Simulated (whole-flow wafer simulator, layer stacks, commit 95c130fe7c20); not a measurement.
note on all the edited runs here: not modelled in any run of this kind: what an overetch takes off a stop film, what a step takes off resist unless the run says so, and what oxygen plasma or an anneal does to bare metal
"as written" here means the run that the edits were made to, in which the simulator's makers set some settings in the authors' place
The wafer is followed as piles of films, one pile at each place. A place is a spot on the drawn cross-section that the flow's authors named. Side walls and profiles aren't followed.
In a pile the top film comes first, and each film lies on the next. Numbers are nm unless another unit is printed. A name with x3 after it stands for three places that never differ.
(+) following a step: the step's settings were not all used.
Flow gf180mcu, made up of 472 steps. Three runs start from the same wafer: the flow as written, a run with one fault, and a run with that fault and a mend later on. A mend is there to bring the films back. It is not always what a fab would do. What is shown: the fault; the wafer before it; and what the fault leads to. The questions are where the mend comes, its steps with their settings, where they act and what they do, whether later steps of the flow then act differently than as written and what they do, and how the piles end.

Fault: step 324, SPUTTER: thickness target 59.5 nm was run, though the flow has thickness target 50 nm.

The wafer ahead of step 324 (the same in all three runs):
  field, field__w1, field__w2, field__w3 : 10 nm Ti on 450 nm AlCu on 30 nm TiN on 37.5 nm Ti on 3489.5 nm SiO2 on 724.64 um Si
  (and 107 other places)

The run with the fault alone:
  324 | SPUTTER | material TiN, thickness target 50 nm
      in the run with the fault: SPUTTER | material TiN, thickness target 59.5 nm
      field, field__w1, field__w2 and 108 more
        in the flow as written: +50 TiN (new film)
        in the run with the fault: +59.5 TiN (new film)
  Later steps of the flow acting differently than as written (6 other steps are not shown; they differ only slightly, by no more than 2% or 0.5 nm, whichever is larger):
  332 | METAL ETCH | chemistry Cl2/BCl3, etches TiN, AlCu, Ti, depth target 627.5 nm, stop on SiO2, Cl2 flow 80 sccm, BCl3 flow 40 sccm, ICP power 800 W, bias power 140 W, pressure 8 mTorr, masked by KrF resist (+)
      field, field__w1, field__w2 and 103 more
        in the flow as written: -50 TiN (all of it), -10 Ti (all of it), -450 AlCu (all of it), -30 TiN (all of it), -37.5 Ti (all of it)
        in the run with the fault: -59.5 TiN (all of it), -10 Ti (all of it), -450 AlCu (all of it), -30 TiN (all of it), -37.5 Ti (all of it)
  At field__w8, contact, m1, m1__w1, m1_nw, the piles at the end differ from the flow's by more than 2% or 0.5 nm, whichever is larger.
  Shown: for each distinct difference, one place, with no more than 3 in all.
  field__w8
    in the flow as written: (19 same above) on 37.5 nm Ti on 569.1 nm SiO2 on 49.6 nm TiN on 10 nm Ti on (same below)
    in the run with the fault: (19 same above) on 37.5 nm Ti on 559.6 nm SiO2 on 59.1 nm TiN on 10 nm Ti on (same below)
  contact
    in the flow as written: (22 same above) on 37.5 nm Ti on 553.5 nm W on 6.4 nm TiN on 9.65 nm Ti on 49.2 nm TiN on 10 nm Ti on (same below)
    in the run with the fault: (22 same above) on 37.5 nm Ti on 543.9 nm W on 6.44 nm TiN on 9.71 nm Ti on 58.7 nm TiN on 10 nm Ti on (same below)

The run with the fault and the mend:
  After step 324 comes the mend.
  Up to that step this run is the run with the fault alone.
  324a | METAL ETCH | chemistry Cl2/BCl3, etches TiN, AlCu, Ti, depth target 9.5 nm, Cl2 flow 80 sccm, BCl3 flow 40 sccm, ICP power 800 W, bias power 140 W, pressure 8 mTorr (a further turn of the flow's step 260, with different settings)
      field, field__w1, field__w2 and 108 more
        -9.5 TiN
  None of the later steps of the flow acts differently than as written at any place that is followed.
  The piles end the same as the flow's at every place that both follow.
